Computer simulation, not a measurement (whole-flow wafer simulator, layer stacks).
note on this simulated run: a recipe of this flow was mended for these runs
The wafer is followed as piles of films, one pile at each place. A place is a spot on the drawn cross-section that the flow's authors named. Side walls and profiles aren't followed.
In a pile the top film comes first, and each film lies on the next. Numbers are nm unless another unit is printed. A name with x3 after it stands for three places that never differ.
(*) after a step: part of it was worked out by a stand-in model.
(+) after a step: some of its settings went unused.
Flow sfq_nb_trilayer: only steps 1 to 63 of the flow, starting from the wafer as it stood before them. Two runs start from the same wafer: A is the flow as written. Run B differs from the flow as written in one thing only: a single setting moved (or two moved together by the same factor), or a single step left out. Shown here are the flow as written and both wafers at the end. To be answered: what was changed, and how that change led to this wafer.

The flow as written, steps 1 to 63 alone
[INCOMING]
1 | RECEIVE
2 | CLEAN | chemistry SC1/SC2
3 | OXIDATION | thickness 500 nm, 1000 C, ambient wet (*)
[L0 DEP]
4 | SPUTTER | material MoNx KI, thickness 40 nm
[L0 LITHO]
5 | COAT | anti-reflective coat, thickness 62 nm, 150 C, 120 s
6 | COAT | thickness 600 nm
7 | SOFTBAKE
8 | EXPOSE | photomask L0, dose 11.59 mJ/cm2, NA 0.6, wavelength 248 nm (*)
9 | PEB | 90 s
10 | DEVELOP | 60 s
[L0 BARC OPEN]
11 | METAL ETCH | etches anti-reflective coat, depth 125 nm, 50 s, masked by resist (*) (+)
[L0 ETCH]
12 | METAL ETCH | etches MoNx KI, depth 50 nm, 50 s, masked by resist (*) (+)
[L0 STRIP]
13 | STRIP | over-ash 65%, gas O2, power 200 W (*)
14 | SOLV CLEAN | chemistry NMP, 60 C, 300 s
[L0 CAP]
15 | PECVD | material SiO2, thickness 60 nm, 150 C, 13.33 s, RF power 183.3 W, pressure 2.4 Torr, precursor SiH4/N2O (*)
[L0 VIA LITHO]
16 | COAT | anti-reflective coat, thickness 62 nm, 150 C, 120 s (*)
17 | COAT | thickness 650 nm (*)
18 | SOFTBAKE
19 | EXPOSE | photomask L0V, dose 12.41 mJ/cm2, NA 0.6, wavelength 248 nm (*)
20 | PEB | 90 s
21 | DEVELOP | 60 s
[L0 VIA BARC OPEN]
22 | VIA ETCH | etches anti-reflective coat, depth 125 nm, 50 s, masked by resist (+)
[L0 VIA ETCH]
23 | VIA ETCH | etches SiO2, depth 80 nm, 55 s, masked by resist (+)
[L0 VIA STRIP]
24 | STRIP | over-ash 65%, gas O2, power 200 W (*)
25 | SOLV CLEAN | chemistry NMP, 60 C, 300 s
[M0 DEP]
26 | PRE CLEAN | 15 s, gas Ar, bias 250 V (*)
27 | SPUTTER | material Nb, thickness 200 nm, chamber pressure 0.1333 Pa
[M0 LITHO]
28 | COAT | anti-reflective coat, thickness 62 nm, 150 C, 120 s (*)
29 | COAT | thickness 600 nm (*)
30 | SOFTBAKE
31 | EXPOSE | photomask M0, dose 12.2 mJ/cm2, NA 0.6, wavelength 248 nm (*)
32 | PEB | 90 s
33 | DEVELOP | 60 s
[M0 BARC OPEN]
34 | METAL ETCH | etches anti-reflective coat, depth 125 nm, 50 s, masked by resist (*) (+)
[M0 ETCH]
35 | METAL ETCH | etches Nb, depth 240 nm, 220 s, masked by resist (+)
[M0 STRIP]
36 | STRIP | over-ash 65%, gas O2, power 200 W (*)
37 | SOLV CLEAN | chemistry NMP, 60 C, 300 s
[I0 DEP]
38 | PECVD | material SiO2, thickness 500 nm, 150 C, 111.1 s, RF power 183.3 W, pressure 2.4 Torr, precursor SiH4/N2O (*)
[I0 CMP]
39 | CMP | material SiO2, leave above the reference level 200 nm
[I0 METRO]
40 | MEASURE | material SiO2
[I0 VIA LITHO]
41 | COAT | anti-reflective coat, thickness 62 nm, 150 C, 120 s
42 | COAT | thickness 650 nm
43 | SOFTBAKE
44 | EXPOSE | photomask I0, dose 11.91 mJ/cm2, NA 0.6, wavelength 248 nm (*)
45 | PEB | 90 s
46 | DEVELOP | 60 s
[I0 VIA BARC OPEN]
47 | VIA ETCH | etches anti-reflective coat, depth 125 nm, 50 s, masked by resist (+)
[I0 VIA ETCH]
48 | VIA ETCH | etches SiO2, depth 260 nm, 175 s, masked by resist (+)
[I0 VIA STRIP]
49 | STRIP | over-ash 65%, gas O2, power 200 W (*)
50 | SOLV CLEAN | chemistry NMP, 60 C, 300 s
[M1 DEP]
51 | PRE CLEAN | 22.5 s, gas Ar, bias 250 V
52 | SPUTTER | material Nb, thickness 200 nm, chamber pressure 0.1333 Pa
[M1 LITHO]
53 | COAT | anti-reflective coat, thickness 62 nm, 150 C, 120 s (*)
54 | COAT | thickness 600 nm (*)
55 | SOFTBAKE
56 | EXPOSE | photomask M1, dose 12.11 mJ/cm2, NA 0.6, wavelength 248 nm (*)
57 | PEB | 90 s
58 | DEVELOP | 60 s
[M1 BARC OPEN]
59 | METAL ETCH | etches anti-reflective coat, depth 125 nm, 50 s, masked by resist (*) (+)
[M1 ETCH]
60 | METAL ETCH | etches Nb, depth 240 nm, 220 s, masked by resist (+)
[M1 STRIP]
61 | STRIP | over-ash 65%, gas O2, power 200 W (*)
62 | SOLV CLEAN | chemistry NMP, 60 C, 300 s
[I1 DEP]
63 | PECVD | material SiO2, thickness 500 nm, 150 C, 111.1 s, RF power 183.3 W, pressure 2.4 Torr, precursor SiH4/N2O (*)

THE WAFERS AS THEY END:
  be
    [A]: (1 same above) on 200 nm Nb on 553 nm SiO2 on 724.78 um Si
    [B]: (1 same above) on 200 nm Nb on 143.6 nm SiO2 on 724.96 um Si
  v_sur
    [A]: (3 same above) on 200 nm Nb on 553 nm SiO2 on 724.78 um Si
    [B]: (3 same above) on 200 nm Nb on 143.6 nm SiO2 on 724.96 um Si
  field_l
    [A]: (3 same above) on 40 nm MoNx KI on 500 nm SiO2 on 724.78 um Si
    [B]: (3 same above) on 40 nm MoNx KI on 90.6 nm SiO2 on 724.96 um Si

What caused this: step 3, OXIDATION: 850 C was run, though the flow has 1000 C.

How this came from the change, step by step:
  3 | OXIDATION | thickness 500 nm, 1000 C, ambient wet (*)
      field_l, v_sur, via_wl and 103 more: A SiO2 gains 500 (new film), chemical SiO2 loses 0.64 (all of it), Si loses 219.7 | B SiO2 gains 90.6 (new film), chemical SiO2 loses 0.64 (all of it), Si loses 39.6
